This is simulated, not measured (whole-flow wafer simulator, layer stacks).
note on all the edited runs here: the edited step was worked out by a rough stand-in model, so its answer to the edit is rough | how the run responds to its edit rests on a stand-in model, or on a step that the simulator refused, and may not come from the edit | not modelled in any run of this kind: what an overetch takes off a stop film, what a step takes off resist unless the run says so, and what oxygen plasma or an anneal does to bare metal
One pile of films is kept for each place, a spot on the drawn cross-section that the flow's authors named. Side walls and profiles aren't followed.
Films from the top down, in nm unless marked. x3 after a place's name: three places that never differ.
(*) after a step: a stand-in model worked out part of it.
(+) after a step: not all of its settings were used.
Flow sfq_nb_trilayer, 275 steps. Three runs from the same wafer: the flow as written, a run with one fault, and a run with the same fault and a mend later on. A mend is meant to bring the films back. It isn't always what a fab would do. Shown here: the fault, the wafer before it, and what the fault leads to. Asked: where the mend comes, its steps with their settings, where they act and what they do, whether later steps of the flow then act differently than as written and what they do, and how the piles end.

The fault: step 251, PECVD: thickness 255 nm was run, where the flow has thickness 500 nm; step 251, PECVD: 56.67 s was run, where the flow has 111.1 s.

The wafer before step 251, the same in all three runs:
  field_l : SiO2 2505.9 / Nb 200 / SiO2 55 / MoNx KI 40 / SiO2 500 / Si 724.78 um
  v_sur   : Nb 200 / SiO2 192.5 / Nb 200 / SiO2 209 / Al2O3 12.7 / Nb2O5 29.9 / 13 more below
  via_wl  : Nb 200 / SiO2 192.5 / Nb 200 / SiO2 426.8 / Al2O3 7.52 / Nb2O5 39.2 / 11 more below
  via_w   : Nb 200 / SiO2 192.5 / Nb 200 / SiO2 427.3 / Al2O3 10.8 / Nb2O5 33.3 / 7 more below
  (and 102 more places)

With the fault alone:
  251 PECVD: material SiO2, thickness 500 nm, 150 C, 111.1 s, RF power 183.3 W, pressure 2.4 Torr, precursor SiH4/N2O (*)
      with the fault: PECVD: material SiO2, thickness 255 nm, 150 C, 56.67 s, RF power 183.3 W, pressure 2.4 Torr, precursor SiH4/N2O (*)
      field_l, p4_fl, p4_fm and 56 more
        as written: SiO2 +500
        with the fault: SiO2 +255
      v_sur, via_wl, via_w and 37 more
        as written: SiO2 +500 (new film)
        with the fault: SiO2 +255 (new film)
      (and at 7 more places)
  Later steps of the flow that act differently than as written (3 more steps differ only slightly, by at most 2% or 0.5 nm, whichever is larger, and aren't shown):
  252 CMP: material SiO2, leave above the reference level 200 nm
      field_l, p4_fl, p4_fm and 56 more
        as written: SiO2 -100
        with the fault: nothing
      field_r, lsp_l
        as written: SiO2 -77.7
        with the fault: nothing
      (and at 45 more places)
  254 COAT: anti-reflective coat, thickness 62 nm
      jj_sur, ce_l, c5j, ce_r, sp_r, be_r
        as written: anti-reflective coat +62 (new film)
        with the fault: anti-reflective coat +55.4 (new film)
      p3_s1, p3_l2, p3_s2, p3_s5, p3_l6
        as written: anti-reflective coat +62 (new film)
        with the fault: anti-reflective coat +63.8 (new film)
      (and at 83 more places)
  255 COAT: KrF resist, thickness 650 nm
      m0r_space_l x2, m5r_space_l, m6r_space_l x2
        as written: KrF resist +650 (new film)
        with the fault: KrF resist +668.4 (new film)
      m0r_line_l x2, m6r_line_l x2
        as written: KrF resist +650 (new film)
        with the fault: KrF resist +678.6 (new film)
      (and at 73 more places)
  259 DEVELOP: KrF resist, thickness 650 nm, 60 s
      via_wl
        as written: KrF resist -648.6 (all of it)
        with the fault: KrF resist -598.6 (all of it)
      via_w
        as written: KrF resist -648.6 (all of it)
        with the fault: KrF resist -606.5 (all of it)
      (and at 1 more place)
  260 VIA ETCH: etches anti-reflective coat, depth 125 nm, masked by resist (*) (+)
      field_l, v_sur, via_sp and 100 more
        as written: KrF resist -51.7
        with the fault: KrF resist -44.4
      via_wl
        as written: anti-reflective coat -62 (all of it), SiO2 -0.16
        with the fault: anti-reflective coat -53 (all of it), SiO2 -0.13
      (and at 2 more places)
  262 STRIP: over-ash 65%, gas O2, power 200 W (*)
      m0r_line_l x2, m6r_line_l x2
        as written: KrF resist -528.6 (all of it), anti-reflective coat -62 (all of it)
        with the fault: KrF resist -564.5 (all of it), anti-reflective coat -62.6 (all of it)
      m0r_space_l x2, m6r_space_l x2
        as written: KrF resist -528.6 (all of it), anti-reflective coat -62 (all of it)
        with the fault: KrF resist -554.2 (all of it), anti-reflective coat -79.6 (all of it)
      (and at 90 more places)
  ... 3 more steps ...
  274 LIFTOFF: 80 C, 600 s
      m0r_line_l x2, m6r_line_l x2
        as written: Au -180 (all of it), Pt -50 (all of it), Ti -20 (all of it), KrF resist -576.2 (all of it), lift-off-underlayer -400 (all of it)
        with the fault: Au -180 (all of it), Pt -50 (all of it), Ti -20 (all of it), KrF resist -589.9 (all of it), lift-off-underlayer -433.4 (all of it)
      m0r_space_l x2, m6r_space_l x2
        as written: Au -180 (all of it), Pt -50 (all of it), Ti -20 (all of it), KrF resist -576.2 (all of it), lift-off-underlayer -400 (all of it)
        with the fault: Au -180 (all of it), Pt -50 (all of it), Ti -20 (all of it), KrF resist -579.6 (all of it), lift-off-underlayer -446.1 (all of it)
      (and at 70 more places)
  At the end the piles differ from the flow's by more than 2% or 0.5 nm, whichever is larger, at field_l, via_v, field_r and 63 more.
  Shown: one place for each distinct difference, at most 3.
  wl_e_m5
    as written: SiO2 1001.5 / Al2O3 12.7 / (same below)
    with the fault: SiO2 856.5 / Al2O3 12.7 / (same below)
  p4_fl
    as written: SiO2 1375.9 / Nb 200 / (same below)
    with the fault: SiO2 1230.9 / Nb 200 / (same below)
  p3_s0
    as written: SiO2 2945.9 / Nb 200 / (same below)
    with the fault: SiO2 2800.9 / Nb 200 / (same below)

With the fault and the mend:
  The mend comes after step 251.
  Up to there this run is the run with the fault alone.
  251a PECVD: material SiO2, thickness 245 nm, 150 C, 54.44 s, RF power 183.3 W, pressure 2.4 Torr, precursor SiH4/N2O (*) (the flow's step 251 once more, with other settings)
      field_l, v_sur, via_wl and 98 more
        SiO2 +245
      field_r, lsp_l
        SiO2 +235
      l0_sur, l0v
        SiO2 +239.4
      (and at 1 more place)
  Later steps of the flow that act differently than as written:
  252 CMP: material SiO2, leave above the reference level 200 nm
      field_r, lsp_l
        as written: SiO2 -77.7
        with the mend: SiO2 -80.1
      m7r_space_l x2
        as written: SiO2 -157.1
        with the mend: SiO2 -100
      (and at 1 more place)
  At the end the piles are the same as the flow's at every place that both follow.
